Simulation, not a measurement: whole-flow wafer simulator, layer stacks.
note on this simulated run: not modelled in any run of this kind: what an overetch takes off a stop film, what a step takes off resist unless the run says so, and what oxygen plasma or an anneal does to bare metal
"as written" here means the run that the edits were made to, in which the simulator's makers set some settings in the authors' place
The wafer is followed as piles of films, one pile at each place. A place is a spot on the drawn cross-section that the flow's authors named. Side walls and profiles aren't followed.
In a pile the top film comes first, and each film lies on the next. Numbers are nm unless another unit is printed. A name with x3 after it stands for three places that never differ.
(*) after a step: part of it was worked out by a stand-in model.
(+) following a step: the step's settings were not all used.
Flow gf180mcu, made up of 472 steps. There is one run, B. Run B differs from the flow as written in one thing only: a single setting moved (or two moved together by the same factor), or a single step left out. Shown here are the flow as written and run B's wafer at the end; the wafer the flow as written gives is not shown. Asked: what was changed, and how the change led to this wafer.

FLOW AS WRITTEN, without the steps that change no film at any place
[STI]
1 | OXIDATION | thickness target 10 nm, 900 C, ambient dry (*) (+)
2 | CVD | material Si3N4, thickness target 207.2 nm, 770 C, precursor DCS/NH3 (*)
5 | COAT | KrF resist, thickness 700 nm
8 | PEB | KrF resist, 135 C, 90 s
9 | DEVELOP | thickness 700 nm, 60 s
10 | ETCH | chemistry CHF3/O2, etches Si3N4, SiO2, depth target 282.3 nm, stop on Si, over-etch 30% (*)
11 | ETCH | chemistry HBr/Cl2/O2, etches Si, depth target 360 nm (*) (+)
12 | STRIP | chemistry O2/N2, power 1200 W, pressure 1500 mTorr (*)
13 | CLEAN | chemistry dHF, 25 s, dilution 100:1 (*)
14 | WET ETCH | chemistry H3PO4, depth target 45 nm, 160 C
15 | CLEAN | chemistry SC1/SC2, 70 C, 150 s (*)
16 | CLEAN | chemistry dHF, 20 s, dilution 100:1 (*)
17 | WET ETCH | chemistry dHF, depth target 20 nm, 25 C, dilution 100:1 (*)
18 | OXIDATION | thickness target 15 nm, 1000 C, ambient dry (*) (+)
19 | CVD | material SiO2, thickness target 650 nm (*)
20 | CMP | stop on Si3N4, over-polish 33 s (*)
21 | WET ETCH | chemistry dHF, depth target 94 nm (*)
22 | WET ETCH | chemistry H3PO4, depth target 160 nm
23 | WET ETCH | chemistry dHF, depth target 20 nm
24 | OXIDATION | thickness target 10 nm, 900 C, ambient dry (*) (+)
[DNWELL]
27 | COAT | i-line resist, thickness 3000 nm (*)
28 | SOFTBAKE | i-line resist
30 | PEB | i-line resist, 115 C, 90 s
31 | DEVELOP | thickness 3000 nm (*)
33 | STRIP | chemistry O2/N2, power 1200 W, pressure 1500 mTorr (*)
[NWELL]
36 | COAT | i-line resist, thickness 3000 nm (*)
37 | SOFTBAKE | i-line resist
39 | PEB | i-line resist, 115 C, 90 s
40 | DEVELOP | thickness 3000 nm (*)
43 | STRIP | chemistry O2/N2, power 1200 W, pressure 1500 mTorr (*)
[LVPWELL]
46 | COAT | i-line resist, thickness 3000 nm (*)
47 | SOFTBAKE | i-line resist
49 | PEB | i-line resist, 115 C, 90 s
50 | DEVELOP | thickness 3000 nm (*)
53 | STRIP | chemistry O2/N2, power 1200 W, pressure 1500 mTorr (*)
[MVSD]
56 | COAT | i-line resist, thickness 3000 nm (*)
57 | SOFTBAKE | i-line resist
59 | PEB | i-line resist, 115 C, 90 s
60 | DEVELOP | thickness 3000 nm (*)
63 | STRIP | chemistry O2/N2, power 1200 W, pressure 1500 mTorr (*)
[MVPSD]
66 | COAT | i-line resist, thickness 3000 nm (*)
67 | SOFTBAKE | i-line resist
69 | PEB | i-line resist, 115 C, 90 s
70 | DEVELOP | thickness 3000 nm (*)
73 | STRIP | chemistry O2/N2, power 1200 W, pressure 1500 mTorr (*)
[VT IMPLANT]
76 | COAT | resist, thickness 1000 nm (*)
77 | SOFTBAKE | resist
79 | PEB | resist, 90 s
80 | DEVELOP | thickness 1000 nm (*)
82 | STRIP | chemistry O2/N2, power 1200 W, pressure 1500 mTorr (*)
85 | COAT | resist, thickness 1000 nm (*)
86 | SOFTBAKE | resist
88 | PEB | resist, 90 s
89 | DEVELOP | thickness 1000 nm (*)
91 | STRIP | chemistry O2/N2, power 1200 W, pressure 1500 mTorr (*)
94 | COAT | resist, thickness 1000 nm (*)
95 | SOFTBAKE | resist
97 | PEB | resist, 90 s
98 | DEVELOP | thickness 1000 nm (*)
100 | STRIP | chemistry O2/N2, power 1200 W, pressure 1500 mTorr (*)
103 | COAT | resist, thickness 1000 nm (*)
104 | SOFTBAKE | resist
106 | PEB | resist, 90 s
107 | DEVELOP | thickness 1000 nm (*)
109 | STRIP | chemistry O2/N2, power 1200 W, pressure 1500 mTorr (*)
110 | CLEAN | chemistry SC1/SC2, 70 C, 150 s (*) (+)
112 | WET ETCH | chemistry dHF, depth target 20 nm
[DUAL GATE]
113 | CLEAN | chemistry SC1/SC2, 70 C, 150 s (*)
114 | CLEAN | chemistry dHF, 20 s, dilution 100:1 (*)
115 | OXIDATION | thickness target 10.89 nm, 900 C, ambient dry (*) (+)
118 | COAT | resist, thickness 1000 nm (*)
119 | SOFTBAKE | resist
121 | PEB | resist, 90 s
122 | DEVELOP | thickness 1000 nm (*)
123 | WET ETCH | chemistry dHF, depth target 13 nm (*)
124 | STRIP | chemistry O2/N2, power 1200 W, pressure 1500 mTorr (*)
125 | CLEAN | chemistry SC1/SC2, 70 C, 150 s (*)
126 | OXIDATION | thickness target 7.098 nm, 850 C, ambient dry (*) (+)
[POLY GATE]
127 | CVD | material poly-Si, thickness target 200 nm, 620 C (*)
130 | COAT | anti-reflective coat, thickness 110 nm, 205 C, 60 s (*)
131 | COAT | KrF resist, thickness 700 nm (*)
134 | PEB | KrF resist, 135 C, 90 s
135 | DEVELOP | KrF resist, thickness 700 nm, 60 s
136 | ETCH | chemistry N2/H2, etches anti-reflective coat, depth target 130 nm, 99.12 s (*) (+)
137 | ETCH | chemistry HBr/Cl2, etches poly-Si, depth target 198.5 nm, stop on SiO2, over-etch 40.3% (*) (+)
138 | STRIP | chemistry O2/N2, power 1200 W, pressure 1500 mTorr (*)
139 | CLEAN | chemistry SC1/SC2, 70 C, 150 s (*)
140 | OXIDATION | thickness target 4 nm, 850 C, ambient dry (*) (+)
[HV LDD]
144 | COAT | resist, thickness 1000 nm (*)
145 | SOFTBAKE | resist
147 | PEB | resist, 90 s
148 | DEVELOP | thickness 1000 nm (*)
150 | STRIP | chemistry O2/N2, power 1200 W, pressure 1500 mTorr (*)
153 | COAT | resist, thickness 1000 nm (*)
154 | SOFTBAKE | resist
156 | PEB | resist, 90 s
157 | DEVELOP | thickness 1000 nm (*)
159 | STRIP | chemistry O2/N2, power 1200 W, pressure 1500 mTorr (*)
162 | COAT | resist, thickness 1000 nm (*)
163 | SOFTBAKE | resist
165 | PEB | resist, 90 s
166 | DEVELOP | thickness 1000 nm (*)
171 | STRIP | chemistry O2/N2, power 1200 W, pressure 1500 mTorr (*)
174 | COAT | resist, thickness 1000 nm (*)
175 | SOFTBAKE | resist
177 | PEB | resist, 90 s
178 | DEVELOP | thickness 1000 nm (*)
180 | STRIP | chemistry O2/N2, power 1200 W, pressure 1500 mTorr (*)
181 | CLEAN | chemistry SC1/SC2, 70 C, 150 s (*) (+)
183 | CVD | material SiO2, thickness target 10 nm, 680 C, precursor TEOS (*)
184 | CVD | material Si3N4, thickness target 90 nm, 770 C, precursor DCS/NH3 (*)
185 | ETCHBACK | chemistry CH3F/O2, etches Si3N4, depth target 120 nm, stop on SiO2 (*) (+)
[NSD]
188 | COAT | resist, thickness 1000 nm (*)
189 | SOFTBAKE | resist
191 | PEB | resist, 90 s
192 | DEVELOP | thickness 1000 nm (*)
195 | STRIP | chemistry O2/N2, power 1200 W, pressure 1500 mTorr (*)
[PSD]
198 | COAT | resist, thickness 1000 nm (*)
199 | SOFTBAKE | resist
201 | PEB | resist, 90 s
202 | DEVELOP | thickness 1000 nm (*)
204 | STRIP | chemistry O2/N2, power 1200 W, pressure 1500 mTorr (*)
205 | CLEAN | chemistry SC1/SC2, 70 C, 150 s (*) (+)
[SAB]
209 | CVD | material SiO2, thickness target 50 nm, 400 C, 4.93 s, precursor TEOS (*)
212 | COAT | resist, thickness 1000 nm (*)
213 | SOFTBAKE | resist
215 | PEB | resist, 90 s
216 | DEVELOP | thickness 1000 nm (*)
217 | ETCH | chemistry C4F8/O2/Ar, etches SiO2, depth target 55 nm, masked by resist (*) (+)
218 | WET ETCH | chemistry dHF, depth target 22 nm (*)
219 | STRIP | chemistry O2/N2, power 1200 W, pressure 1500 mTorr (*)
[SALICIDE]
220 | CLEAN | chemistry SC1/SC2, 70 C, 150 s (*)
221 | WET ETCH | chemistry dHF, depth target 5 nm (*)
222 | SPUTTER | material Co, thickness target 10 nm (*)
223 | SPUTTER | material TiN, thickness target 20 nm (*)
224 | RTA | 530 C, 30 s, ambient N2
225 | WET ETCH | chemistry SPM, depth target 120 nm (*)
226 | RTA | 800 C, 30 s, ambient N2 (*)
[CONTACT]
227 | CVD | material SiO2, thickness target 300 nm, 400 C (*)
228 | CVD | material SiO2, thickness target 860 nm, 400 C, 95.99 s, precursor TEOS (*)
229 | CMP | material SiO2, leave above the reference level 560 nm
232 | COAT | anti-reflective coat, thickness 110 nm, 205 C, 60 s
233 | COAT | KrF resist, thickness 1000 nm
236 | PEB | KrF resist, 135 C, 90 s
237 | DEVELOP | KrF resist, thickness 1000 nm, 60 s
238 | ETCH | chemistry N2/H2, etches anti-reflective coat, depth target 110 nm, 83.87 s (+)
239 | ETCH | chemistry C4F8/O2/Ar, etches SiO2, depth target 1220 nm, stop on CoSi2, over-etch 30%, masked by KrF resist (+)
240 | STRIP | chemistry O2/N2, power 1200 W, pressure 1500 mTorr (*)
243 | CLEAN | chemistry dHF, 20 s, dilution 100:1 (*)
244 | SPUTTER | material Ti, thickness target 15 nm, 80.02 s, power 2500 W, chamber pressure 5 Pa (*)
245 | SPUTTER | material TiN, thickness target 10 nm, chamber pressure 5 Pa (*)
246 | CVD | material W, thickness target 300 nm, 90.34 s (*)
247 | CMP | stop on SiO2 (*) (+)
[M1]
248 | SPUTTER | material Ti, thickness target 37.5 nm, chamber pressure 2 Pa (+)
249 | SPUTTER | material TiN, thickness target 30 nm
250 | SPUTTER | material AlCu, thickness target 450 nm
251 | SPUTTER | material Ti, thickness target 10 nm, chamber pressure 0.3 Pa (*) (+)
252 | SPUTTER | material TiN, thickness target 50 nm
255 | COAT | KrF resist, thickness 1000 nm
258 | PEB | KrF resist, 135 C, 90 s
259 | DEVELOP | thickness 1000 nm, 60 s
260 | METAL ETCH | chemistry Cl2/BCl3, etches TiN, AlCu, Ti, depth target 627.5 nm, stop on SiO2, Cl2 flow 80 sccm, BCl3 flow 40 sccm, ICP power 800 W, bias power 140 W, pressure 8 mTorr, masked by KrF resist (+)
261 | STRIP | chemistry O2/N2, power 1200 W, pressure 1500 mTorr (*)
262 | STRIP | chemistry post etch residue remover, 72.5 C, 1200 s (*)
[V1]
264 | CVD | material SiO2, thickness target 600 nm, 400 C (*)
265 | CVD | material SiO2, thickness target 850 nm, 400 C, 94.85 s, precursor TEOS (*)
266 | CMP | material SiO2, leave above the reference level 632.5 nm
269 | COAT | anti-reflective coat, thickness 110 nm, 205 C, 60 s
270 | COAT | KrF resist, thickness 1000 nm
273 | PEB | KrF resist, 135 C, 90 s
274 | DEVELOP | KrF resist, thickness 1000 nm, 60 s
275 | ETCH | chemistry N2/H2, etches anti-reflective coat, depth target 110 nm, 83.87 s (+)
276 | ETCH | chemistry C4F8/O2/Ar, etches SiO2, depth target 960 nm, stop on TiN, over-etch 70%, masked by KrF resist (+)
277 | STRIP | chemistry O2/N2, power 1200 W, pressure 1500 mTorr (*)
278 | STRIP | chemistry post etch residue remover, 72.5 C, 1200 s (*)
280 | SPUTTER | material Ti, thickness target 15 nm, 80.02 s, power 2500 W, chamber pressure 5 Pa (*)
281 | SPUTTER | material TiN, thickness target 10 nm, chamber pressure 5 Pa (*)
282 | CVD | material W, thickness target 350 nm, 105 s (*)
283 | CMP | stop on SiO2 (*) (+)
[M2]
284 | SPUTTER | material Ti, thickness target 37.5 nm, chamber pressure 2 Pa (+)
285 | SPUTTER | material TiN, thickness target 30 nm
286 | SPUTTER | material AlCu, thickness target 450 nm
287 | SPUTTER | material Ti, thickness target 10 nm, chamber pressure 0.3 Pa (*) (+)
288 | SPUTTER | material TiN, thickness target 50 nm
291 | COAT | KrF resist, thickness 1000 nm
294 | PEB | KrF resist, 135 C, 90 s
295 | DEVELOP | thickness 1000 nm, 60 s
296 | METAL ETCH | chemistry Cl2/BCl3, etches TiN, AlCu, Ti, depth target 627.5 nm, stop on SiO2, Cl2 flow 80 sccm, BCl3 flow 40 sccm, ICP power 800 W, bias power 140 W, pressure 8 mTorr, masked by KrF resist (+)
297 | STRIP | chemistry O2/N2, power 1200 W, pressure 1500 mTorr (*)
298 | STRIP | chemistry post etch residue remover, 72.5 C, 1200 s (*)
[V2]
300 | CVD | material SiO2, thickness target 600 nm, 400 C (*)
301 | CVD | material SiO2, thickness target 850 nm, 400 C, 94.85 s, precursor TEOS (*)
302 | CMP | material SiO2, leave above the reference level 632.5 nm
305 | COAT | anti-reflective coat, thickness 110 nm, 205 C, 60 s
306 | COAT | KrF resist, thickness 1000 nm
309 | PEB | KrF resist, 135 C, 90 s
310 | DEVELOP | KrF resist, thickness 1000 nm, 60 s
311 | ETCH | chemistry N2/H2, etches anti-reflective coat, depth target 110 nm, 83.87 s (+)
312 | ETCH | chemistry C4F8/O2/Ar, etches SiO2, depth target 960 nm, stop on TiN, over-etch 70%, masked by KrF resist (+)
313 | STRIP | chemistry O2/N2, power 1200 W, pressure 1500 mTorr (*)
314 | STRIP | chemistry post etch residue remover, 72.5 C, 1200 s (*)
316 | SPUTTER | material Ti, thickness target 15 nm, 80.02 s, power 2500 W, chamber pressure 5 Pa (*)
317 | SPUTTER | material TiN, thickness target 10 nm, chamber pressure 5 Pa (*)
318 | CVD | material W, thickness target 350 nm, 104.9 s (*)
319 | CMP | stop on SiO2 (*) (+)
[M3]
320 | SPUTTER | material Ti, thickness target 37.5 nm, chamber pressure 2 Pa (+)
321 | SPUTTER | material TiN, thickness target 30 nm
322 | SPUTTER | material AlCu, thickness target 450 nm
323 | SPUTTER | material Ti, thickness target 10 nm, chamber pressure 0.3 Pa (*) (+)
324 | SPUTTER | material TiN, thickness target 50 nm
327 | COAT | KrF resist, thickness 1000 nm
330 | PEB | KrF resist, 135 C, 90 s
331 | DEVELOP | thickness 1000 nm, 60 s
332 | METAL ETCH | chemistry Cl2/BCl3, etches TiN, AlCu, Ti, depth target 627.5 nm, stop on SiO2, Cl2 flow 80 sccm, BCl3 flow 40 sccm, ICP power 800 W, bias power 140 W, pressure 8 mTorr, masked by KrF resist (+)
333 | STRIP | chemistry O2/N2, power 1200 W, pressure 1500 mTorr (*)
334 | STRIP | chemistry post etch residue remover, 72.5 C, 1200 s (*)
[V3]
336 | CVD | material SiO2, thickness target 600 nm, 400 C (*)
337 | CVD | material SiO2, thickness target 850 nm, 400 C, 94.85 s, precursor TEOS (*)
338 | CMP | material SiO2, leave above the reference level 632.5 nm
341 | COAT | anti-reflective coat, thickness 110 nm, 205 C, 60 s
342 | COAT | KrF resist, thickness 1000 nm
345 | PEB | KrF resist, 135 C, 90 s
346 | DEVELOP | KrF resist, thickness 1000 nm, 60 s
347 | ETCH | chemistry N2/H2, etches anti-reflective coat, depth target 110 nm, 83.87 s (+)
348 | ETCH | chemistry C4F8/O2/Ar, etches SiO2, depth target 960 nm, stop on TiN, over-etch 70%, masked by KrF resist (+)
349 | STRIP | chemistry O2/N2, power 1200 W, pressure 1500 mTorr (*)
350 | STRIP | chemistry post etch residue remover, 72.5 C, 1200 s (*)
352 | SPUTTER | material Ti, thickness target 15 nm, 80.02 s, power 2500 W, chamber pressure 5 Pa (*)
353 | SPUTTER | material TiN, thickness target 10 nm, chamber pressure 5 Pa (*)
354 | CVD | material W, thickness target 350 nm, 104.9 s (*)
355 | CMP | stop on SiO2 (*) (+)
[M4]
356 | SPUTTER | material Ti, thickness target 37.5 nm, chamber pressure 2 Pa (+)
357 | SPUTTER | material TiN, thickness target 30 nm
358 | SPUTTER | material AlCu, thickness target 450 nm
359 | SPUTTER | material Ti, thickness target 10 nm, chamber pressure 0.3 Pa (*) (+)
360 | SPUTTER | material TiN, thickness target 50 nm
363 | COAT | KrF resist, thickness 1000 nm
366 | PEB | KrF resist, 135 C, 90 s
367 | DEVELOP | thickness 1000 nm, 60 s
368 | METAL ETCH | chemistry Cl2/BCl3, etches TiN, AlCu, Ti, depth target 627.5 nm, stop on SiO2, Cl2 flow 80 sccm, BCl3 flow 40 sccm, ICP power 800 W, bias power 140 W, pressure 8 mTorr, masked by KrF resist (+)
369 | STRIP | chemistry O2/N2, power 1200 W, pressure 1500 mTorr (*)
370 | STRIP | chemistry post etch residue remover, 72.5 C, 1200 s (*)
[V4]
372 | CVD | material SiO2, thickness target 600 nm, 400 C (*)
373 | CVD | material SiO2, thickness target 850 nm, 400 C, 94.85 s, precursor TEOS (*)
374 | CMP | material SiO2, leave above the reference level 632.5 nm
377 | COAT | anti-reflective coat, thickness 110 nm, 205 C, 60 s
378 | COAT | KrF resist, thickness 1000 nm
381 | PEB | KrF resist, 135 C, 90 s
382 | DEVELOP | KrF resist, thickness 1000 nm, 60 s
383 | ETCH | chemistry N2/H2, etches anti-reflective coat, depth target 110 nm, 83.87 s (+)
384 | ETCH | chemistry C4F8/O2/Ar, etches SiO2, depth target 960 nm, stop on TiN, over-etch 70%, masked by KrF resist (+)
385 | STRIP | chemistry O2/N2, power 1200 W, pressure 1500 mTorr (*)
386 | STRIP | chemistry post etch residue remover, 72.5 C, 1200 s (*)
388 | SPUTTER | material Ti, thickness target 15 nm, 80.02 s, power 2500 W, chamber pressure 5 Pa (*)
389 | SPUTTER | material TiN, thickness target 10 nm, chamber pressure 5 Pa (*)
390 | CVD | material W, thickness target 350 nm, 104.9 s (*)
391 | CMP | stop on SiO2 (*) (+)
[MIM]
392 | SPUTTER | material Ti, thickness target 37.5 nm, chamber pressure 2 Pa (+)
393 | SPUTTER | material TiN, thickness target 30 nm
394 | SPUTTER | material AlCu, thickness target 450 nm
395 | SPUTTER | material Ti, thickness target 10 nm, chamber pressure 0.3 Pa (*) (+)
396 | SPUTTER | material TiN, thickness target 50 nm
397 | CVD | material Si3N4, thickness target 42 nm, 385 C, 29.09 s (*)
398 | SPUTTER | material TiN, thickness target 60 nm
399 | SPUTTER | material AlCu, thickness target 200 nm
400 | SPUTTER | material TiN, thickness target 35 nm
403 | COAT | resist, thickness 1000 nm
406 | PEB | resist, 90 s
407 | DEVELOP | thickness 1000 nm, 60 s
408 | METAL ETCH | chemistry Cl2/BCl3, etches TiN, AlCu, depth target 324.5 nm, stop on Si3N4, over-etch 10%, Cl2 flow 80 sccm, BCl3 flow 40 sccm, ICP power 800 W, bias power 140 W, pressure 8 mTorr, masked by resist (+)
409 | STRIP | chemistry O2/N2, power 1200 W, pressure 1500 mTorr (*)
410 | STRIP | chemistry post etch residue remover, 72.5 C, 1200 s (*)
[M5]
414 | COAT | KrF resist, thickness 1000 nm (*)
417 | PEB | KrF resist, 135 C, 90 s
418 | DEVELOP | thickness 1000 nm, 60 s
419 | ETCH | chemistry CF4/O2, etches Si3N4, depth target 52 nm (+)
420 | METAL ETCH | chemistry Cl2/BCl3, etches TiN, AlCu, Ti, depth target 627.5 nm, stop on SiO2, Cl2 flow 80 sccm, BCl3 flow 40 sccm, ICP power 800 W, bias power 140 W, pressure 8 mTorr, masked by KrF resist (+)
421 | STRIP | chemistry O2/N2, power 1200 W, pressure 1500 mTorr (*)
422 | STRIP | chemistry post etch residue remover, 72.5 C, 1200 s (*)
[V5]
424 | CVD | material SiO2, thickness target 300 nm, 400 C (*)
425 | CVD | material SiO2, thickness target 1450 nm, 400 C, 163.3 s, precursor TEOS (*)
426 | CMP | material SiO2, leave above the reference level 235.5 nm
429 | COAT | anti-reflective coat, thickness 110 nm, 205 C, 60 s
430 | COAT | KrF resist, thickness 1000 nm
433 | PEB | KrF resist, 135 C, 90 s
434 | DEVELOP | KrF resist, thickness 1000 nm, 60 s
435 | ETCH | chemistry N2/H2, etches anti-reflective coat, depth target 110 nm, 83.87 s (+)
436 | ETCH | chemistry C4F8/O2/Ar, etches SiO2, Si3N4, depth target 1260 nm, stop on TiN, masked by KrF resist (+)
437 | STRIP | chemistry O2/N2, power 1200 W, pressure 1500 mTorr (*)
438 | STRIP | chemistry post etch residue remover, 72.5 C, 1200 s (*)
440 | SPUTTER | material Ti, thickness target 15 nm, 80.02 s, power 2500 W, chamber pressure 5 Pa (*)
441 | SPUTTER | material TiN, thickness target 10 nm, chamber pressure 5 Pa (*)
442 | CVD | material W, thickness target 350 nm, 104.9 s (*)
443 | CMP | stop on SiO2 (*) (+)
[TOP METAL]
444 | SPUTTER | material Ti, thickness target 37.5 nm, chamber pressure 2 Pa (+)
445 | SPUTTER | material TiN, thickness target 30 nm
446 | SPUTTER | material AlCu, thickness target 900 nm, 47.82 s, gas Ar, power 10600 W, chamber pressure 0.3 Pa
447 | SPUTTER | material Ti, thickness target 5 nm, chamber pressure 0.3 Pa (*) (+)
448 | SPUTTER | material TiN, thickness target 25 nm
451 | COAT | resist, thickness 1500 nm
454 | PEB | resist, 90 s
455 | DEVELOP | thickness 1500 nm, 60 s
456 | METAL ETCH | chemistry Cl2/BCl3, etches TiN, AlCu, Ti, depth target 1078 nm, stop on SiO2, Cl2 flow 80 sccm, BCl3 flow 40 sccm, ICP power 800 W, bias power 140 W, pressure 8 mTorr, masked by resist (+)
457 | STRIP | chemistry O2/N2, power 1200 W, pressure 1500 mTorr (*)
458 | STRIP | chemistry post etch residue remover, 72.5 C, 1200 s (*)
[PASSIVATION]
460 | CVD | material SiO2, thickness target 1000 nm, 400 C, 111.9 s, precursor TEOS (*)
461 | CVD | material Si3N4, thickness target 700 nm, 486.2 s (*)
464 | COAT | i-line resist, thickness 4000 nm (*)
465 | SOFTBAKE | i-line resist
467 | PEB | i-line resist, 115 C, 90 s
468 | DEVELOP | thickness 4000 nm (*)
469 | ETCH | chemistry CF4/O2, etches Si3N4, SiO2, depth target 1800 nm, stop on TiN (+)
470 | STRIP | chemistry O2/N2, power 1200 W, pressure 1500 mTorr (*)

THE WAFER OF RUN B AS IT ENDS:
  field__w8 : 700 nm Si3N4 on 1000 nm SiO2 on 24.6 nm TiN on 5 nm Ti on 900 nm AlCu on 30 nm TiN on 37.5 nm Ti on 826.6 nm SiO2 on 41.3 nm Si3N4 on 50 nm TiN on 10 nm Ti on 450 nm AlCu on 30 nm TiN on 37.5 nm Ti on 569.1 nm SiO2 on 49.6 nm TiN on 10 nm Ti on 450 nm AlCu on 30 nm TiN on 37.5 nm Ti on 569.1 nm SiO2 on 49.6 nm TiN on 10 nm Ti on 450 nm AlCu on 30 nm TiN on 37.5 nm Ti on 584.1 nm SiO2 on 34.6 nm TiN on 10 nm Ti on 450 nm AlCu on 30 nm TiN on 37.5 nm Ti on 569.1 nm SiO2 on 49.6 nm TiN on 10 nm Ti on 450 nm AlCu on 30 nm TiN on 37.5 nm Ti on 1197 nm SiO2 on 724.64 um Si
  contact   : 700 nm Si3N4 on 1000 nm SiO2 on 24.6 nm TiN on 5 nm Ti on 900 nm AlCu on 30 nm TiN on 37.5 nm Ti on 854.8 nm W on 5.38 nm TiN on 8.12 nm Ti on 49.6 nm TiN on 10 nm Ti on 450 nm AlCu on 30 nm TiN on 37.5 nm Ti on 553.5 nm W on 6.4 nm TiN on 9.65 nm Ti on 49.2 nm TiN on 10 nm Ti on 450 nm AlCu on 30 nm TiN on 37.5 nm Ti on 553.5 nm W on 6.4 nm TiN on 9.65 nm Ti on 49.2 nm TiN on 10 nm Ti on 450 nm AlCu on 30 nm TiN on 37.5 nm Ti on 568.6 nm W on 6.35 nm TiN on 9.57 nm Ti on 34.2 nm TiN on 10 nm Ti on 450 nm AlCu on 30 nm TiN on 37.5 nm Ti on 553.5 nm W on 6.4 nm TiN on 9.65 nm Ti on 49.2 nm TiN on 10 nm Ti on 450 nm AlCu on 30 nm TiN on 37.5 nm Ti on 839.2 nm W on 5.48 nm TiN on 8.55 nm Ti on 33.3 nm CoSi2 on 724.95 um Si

What caused this: step 288, SPUTTER: thickness target 35 nm was run, though the flow has thickness target 50 nm.

How this came from the change, step by step:
  288 | SPUTTER | material TiN, thickness target 50 nm
      field, field__w1, field__w2 and 108 more: TiN gains 35 (new film) (in the flow as written it would be: TiN gains 50 (new film))
  296 | METAL ETCH | chemistry Cl2/BCl3, etches TiN, AlCu, Ti, depth target 627.5 nm, stop on SiO2, Cl2 flow 80 sccm, BCl3 flow 40 sccm, ICP power 800 W, bias power 140 W, pressure 8 mTorr, masked by KrF resist (+)
      field, field__w1, field__w2 and 103 more: TiN loses 35 (all of it), Ti loses 10 (all of it), AlCu loses 450 (all of it), TiN loses 30 (all of it), Ti loses 37.5 (all of it) (in the flow as written it would be: TiN loses 50 (all of it), Ti loses 10 (all of it), AlCu loses 450 (all of it), TiN loses 30 (all of it), Ti loses 37.5 (all of it))
  312 | ETCH | chemistry C4F8/O2/Ar, etches SiO2, depth target 960 nm, stop on TiN, over-etch 70%, masked by KrF resist (+)
      contact: SiO2 loses 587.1 (all of it) (in the flow as written it would be: SiO2 loses 572.1 (all of it))
